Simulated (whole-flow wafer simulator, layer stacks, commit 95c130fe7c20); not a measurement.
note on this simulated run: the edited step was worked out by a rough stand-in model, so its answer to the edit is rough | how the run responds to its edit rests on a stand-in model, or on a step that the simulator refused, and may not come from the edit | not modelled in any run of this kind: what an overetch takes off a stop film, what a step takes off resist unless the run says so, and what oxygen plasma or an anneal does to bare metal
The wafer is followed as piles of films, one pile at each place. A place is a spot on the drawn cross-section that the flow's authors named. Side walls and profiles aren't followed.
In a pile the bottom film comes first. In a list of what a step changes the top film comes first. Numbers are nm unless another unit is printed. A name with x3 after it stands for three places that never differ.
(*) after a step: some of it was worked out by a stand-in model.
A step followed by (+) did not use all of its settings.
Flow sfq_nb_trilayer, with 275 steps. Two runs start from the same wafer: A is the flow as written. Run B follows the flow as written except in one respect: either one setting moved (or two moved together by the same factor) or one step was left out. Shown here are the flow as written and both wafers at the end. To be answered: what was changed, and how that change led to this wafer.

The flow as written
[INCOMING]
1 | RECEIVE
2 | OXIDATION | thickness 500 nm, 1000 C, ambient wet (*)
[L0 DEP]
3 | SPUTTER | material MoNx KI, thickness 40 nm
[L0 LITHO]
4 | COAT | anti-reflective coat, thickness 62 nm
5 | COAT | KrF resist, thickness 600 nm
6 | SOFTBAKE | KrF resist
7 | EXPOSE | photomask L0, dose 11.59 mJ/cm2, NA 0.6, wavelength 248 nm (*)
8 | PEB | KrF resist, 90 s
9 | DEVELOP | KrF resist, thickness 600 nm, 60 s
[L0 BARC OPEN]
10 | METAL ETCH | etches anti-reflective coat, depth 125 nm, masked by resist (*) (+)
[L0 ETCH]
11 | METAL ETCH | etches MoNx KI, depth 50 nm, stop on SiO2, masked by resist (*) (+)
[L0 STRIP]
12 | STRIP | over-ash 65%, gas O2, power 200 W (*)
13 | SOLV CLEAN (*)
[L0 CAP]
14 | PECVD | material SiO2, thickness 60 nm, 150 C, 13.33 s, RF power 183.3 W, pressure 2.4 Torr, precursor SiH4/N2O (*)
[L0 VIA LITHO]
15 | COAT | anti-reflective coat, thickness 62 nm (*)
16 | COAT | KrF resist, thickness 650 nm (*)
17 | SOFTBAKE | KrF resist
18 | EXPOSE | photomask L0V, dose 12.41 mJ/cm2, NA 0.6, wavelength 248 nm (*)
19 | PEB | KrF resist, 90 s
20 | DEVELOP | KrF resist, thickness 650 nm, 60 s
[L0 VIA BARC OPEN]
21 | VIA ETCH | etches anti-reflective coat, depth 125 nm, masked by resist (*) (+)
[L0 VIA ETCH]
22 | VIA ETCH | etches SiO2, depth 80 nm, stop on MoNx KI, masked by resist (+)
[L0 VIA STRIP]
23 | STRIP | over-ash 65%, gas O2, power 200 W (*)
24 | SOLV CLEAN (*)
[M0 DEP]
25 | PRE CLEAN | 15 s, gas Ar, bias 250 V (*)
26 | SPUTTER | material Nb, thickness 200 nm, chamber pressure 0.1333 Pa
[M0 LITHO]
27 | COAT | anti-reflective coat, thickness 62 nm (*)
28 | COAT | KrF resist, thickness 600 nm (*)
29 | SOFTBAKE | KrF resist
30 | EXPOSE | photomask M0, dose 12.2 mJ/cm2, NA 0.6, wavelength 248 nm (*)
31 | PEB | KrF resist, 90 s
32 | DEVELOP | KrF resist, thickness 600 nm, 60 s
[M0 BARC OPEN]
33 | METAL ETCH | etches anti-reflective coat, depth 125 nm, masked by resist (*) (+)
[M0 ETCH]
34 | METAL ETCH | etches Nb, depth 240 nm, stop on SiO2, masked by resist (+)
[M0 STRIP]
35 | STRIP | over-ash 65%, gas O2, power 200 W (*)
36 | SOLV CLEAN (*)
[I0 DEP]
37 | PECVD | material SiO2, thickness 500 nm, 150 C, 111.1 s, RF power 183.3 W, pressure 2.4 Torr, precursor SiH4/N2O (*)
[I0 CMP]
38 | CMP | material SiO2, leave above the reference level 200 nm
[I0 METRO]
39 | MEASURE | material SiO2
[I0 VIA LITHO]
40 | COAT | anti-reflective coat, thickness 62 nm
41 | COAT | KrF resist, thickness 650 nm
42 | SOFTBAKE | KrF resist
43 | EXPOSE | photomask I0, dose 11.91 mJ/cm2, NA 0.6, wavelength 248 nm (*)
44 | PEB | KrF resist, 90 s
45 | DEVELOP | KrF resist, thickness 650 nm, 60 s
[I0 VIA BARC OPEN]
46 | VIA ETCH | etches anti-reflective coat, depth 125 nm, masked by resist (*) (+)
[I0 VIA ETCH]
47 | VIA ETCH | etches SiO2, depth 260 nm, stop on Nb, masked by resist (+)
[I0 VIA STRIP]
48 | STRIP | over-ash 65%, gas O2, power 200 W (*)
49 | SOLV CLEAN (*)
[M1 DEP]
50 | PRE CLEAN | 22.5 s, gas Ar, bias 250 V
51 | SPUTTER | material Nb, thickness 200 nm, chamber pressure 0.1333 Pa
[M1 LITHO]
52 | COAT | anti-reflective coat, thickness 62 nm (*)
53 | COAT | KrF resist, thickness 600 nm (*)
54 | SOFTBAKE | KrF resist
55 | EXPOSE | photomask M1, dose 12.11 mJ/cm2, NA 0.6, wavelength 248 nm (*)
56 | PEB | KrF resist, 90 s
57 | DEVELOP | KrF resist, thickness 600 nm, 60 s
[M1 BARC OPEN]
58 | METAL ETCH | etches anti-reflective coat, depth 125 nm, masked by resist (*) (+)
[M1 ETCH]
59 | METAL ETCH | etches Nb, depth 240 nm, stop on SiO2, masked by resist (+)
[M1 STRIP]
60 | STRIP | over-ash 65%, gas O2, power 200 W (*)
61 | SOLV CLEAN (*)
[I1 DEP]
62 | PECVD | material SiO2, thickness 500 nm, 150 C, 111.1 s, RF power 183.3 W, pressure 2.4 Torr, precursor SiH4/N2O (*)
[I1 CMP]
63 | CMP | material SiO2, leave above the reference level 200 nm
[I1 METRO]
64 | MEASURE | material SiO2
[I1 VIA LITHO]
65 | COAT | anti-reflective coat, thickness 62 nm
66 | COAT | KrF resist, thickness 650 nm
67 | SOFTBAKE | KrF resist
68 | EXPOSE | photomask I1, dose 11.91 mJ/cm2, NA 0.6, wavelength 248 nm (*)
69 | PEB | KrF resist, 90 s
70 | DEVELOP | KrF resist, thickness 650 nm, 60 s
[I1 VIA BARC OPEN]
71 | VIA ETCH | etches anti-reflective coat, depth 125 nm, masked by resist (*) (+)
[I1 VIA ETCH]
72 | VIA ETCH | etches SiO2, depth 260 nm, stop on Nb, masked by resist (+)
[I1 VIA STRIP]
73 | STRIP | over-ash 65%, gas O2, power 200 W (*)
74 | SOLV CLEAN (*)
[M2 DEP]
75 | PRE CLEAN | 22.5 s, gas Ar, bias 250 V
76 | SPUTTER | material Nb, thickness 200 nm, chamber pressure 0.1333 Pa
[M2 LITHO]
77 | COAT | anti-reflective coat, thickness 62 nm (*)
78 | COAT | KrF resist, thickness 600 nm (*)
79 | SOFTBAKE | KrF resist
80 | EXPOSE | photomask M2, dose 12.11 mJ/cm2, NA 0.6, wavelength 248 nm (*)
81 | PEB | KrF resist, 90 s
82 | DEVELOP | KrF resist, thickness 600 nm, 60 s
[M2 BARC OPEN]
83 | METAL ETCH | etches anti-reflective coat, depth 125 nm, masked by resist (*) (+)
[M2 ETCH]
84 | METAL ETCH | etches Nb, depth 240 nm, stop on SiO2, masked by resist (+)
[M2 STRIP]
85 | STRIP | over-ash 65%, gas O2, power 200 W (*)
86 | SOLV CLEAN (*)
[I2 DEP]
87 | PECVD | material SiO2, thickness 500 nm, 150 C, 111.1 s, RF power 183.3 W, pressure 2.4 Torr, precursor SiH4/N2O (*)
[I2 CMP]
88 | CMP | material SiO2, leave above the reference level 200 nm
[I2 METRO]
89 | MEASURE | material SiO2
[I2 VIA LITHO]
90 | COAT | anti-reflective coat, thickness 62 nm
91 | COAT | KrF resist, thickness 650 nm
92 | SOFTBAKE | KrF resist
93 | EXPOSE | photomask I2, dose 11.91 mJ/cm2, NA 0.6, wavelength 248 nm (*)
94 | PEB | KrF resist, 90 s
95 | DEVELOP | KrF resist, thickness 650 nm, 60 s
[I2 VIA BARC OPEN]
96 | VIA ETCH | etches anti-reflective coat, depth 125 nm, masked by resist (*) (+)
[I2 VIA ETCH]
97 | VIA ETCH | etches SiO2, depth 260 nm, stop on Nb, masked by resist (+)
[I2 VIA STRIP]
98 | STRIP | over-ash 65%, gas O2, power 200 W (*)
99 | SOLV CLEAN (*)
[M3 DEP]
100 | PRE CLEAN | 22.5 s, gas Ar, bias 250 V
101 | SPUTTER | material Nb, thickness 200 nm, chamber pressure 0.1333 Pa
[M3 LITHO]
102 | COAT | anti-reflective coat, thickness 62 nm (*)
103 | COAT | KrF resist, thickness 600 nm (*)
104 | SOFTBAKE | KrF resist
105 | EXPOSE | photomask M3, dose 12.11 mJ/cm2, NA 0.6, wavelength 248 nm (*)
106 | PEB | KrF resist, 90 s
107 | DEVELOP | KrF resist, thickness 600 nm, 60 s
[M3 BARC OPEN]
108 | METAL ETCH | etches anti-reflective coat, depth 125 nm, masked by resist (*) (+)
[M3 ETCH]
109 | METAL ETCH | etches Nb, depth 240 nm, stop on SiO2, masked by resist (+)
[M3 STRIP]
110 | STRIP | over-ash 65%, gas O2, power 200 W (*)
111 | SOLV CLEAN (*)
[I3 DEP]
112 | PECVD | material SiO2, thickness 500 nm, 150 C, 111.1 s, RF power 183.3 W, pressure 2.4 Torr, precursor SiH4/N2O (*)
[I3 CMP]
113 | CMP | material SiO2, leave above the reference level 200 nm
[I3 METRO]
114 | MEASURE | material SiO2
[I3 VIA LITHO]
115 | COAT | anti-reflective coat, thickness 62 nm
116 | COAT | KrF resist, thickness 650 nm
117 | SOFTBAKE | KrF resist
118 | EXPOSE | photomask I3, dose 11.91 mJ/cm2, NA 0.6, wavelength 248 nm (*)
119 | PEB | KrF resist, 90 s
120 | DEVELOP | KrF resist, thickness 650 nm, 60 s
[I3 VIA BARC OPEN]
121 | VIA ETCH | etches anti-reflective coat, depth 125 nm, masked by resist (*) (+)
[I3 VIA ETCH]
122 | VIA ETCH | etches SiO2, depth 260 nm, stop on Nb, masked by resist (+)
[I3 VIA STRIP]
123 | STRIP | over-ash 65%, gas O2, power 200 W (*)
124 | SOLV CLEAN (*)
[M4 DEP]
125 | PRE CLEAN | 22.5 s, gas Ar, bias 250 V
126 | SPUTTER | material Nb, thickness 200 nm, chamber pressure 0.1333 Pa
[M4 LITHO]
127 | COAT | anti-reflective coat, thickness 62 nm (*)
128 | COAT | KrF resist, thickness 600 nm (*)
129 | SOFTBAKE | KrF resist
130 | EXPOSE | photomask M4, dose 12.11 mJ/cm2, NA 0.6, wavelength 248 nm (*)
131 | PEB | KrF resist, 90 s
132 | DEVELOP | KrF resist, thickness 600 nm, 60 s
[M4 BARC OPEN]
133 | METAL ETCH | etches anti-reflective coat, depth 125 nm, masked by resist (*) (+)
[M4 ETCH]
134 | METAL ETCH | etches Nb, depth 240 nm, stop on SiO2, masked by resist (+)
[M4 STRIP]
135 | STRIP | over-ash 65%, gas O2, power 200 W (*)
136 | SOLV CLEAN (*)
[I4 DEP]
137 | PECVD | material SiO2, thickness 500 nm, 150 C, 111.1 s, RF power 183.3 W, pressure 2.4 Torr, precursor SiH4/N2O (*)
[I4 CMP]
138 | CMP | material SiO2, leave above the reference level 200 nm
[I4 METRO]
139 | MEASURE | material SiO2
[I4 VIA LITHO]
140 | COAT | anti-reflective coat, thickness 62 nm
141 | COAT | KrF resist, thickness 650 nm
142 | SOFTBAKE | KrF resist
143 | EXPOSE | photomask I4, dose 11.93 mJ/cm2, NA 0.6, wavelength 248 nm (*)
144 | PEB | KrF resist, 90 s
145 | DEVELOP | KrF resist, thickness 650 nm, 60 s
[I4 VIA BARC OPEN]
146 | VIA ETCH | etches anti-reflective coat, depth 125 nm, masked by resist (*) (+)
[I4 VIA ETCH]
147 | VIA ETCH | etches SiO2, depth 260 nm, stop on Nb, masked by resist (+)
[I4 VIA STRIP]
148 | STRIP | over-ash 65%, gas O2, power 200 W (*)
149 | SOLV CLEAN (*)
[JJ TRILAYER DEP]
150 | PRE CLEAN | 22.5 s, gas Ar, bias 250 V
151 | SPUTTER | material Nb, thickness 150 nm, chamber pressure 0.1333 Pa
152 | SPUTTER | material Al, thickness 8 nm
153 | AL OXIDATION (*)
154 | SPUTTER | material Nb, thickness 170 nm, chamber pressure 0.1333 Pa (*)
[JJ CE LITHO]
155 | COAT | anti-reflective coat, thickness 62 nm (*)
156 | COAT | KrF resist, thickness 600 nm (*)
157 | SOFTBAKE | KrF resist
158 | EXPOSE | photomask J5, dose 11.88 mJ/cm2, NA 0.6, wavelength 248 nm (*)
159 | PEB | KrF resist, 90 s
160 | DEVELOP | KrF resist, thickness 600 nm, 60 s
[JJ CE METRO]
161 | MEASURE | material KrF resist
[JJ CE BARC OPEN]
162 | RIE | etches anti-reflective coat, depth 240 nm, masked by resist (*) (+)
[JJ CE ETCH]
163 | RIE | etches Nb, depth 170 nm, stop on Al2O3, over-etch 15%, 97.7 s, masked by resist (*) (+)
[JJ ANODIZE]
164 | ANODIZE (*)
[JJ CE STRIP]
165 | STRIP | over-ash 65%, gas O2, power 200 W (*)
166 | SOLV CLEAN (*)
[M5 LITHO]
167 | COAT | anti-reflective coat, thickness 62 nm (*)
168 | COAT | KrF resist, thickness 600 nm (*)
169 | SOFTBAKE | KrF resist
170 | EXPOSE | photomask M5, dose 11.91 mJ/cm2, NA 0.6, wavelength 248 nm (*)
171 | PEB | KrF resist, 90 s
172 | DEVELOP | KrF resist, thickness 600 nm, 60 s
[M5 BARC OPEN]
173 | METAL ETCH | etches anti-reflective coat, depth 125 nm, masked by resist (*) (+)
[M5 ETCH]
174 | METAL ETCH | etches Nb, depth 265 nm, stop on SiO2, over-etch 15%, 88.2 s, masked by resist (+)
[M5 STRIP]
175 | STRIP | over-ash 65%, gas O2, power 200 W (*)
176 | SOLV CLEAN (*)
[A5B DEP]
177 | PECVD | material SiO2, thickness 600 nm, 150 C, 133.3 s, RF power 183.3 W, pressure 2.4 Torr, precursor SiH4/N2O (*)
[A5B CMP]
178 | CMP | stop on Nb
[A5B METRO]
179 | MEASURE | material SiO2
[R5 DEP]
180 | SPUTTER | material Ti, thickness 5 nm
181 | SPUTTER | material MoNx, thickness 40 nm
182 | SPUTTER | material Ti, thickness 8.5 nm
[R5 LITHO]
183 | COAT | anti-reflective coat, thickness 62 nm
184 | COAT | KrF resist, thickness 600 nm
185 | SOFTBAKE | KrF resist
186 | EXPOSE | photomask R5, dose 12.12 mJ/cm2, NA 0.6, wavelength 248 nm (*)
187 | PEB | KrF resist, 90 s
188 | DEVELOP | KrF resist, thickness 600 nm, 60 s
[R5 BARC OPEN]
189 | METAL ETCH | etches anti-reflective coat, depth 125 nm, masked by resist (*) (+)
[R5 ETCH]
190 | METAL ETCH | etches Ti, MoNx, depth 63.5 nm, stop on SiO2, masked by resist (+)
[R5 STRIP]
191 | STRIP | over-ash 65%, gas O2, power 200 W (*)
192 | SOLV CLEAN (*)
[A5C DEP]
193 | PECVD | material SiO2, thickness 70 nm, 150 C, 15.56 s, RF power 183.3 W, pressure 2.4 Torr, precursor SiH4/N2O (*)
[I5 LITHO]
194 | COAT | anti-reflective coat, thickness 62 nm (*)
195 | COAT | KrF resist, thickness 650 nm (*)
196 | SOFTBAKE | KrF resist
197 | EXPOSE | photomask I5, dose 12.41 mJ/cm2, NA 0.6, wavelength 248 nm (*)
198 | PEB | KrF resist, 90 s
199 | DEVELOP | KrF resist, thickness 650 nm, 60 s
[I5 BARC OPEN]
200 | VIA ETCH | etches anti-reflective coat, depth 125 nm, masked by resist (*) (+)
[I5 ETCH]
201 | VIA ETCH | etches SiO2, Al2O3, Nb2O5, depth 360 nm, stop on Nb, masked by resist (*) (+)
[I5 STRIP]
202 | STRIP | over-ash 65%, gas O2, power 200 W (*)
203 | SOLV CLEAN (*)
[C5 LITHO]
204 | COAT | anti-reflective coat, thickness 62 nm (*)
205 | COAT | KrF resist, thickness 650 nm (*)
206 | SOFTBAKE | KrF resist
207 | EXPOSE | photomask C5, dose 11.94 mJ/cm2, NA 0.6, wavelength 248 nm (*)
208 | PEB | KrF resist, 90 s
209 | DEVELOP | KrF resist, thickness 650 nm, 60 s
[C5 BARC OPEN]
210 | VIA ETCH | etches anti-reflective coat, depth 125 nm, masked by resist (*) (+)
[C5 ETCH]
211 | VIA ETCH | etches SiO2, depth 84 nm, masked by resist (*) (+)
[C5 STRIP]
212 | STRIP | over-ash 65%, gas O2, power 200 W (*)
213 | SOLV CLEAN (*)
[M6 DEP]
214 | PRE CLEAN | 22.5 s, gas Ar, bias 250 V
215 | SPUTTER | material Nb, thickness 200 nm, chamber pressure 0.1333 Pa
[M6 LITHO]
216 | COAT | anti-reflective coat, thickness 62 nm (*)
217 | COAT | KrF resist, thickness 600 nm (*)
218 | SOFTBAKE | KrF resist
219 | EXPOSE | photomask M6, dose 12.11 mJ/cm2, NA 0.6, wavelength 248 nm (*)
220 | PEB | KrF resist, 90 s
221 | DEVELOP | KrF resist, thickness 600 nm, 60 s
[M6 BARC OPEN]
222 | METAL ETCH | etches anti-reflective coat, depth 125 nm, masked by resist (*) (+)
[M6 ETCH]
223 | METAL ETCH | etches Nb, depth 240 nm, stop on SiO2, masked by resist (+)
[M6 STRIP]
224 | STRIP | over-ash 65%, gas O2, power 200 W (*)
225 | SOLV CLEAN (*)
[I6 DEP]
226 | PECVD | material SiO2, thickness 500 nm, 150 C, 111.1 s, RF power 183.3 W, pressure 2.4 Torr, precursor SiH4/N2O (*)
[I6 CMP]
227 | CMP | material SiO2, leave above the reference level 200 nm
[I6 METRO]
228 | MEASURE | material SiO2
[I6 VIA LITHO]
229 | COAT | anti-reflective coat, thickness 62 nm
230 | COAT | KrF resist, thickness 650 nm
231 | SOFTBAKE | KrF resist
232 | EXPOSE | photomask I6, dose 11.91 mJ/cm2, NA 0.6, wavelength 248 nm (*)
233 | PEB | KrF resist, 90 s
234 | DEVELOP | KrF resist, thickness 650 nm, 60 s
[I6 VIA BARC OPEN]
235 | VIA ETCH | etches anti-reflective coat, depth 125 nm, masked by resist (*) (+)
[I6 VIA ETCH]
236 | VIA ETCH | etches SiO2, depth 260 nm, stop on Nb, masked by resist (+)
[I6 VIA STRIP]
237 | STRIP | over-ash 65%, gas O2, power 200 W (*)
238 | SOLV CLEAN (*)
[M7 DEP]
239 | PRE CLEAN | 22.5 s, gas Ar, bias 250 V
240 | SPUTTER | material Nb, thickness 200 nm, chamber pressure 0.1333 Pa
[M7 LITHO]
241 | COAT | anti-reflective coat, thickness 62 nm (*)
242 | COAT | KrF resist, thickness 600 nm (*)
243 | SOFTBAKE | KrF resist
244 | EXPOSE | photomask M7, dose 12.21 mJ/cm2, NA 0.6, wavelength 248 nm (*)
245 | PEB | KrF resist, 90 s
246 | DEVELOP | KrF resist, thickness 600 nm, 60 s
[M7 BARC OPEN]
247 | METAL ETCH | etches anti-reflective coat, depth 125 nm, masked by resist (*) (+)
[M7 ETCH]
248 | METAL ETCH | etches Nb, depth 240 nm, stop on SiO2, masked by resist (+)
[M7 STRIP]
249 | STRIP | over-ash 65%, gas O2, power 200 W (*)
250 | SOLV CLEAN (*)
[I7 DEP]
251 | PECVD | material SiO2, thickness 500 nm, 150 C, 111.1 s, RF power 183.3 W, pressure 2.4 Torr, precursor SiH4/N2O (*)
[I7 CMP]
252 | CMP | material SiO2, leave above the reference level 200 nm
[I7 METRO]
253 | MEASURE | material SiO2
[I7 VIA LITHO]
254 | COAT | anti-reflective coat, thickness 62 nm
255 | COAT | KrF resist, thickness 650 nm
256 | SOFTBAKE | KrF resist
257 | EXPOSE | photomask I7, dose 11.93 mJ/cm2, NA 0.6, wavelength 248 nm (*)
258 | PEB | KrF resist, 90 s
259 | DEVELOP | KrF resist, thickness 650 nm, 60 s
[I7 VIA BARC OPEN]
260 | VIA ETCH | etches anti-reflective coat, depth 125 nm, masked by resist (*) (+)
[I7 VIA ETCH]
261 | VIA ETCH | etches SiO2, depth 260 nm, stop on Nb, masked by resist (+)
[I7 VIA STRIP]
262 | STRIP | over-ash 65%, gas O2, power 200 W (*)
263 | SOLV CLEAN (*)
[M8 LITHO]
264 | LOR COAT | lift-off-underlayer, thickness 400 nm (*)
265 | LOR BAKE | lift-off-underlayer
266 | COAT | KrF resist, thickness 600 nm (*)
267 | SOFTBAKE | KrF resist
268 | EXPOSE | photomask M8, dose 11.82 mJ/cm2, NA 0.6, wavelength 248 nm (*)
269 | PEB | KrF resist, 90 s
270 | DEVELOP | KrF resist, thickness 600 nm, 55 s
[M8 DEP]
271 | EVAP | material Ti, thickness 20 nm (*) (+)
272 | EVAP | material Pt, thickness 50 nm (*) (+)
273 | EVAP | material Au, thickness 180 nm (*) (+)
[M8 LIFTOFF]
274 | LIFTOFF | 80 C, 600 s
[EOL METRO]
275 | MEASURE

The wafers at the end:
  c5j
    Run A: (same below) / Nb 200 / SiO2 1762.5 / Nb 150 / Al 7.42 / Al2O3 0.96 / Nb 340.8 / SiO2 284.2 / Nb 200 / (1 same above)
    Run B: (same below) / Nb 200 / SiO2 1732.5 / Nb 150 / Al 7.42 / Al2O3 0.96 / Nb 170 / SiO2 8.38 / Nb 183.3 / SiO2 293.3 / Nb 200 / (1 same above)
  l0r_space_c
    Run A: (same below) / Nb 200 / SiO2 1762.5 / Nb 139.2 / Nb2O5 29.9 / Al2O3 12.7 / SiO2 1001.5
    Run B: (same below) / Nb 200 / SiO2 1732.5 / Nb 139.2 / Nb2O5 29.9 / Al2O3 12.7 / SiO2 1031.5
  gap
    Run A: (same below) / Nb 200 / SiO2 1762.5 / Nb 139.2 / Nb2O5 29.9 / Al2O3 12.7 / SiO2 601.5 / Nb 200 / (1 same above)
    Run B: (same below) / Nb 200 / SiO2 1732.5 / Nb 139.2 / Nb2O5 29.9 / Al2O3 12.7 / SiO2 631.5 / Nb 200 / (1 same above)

The reason: step 137, PECVD: thickness 370 nm was run, whereas the flow has thickness 500 nm; step 137, PECVD: 82.22 s was run, where the flow has 111.1 s.

Step by step, how the change led to this:
  137 | PECVD | material SiO2, thickness 500 nm, 150 C, 111.1 s, RF power 183.3 W, pressure 2.4 Torr, precursor SiH4/N2O (*)
      field_l, be, be_sur and 55 more: A +500 SiO2 | B +370 SiO2
      v_sur, via_wl, via_w and 35 more: A +500 SiO2 (new film) | B +370 SiO2 (new film)
      (as well as at 10 more places)
  138 | CMP | material SiO2, leave above the reference level 200 nm
      field_l, be, be_sur and 55 more: A -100 SiO2 | B nothing
      p3_s0, p3_s1, p3_s2, p3_s3, p3_s4, p3_s5: A -157.1 SiO2 | B nothing
      (as well as at 42 more places)
  140 | COAT | anti-reflective coat, thickness 62 nm
      p3_fr, m0r_space_l, m0r_space_r, m6r_space_l, m6r_space_r, m7r_space_l, m7r_space_r: A +62 anti-reflective coat (new film) | B +66.2 anti-reflective coat (new film)
      p3_s0, p3_s1, p3_s2, p3_s3, p3_s4: A +62 anti-reflective coat (new film) | B +72.4 anti-reflective coat (new film)
      (as well as at 48 more places)
  141 | COAT | KrF resist, thickness 650 nm
      lsp_m: A +650 KrF resist (new film) | B +636.7 KrF resist (new film)
  146 | VIA ETCH | etches anti-reflective coat, depth 125 nm, masked by resist (*) (+)
      field_l, v_sur, via_sp and 100 more: A -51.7 KrF resist | B -49.8 KrF resist
      via_wl, via_wr: A -62 anti-reflective coat (all of it), -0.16 SiO2 | B -59.8 anti-reflective coat (all of it), -0.15 SiO2
      (as well as at 1 more place)
  148 | STRIP | over-ash 65%, gas O2, power 200 W (*)
      m0r_space_l, m0r_space_r, m6r_space_l, m6r_space_r, m7r_space_l, m7r_space_r: A -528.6 KrF resist (all of it), -62 anti-reflective coat (all of it) | B -533.6 KrF resist (all of it), -66.2 anti-reflective coat (all of it)
      p3_s2, p3_s3: A -528.6 KrF resist (all of it), -62 anti-reflective coat (all of it) | B -535.5 KrF resist (all of it), -72.4 anti-reflective coat (all of it)
      (as well as at 49 more places)
  155 | COAT | anti-reflective coat, thickness 62 nm (*)
      p3_s0, p3_s1, p3_s2, p3_s3, p3_s4: A +62 anti-reflective coat (new film) | B +70 anti-reflective coat (new film)
      p3_l2, p3_l3, p3_l4, p3_l5, p3_l6: A +62 anti-reflective coat (new film) | B +54.5 anti-reflective coat (new film)
      (as well as at 47 more places)
  156 | COAT | KrF resist, thickness 600 nm (*)
      v_sur: A +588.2 KrF resist (new film) | B +575.1 KrF resist (new film)
      ln_m5: A +599.2 KrF resist (new film) | B +587.2 KrF resist (new film)
      (as well as at 2 more places)
  160 | DEVELOP | KrF resist, thickness 600 nm, 60 s
      v_sur: A -587 KrF resist (all of it) | B -573.9 KrF resist (all of it)
      ln_m5: A -598 KrF resist (all of it) | B -586 KrF resist (all of it)
      (as well as at 2 more places)
  162 | RIE | etches anti-reflective coat, depth 240 nm, masked by resist (*) (+)
      p3_s0, p3_s1, p3_s2, p3_s3, p3_s4: A -62 anti-reflective coat (all of it) | B -70 anti-reflective coat (all of it)
      p3_l2, p3_l3, p3_l4, p3_l5, p3_l6: A -62 anti-reflective coat (all of it) | B -54.5 anti-reflective coat (all of it)
      (as well as at 47 more places)
  167 | COAT | anti-reflective coat, thickness 62 nm (*)
      p3_s0, p3_s1, p3_s2, p3_s3: A +62 anti-reflective coat (new film) | B +68.5 anti-reflective coat (new film)
      p3_l1, p3_l2, p3_l3, p3_l4: A +62 anti-reflective coat (new film) | B +52.9 anti-reflective coat (new film)
      (as well as at 49 more places)
  168 | COAT | KrF resist, thickness 600 nm (*)
      v_sur: A +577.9 KrF resist (new film) | B +566.3 KrF resist (new film)
      lsp_m: A +599.6 KrF resist (new film) | B +586.2 KrF resist (new film)
      (as well as at 1 more place)
  172 | DEVELOP | KrF resist, thickness 600 nm, 60 s
      lsp_m: A -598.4 KrF resist (all of it) | B -584.9 KrF resist (all of it)
      ln_m6: A -598.3 KrF resist (all of it) | B -586.3 KrF resist (all of it)
  173 | METAL ETCH | etches anti-reflective coat, depth 125 nm, masked by resist (*) (+)
      lsp_l: A -62 anti-reflective coat (all of it), -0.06 Al2O3 | B -65.1 anti-reflective coat (all of it)
      p3_s0, p3_s1, p3_s2, p3_s3: A -62 anti-reflective coat (all of it), -0.06 Al2O3 | B -68.5 anti-reflective coat (all of it), -0.05 Al2O3
      (as well as at 27 more places)
  175 | STRIP | over-ash 65%, gas O2, power 200 W (*)
      m0r_space_l, m6r_space_l, m7r_space_l: A -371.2 KrF resist (all of it), -62 anti-reflective coat (all of it) | B -373.7 KrF resist (all of it), -65.2 anti-reflective coat (all of it)
      m0r_space_r, m6r_space_r, m7r_space_r: A -371.2 KrF resist (all of it), -62 anti-reflective coat (all of it) | B -373.6 KrF resist (all of it), -65.3 anti-reflective coat (all of it)
      (as well as at 21 more places)
  178 | CMP | stop on Nb
      ce_l, c5j, ce_r: A -600 SiO2 (all of it) | B -570 SiO2
      be, be_sur, gap and 34 more: A -453.5 SiO2 | B -423.5 SiO2
      (as well as at 27 more places)
  ... 16 further steps ...
  227 | CMP | material SiO2, leave above the reference level 200 nm
      ce_l, ce_r: A -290 SiO2 | B -300 SiO2
      c5j: A -223 SiO2 | B -233 SiO2
If metal films that touch count as one body, c5j has 5 bodies (between them, from the top down: SiO2 293.3; SiO2 8.38; Al2O3 0.96; SiO2 1732.5); the flow as written gives 4 bodies (between them, from the top down: SiO2 284.2; Al2O3 0.96; SiO2 1762.5).
